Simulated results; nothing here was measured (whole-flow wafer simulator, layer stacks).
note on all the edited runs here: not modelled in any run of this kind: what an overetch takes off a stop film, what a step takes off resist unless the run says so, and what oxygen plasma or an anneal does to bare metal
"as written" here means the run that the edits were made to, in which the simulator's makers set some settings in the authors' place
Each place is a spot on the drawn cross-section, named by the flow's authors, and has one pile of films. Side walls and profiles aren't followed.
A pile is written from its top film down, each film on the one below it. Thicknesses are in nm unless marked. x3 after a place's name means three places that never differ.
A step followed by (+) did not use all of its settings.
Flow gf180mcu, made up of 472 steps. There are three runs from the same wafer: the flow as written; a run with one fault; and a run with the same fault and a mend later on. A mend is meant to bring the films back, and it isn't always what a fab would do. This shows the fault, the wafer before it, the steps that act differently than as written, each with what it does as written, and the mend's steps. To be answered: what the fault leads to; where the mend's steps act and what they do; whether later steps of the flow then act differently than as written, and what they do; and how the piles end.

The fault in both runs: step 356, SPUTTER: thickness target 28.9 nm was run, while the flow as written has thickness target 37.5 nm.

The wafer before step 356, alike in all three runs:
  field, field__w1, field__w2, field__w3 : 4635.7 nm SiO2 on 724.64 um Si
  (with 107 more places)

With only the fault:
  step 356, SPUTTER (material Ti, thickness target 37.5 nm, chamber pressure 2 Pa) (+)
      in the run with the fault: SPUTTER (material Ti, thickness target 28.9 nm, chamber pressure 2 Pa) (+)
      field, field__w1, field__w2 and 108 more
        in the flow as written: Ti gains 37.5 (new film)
        in the run with the fault: Ti gains 28.9 (new film)
  Steps later in the flow that act otherwise than as written:
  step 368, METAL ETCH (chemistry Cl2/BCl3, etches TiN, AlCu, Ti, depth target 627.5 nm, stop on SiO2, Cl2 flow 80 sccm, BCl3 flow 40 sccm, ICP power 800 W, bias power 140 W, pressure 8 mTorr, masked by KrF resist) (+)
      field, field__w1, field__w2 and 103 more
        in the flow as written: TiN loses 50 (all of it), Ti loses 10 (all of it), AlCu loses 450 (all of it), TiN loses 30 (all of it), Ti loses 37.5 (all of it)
        in the run with the fault: TiN loses 50 (all of it), Ti loses 10 (all of it), AlCu loses 450 (all of it), TiN loses 30 (all of it), Ti loses 28.9 (all of it)
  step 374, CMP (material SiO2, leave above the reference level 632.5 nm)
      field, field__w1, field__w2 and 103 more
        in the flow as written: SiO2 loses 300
        in the run with the fault: SiO2 loses 308.6
  By the end, the piles at field__w8, contact, m1, m1__w1, m1_nw depart from the flow's by more than 2% or 0.5 nm, whichever is larger.
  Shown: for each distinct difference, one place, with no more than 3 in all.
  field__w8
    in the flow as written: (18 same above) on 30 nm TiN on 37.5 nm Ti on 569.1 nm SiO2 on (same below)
    in the run with the fault: (18 same above) on 30 nm TiN on 28.9 nm Ti on 569.1 nm SiO2 on (same below)
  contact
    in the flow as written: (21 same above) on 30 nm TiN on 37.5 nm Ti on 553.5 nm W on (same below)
    in the run with the fault: (21 same above) on 30 nm TiN on 28.9 nm Ti on 553.5 nm W on (same below)

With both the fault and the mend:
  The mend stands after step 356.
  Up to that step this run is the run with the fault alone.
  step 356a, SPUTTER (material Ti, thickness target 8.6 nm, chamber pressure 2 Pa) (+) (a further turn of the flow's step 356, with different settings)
      field, field__w1, field__w2 and 108 more
        Ti gains 8.6
  None of the later steps of the flow acts differently than as written at any place that is followed.
  The piles end the same as the flow's at every place that both follow.
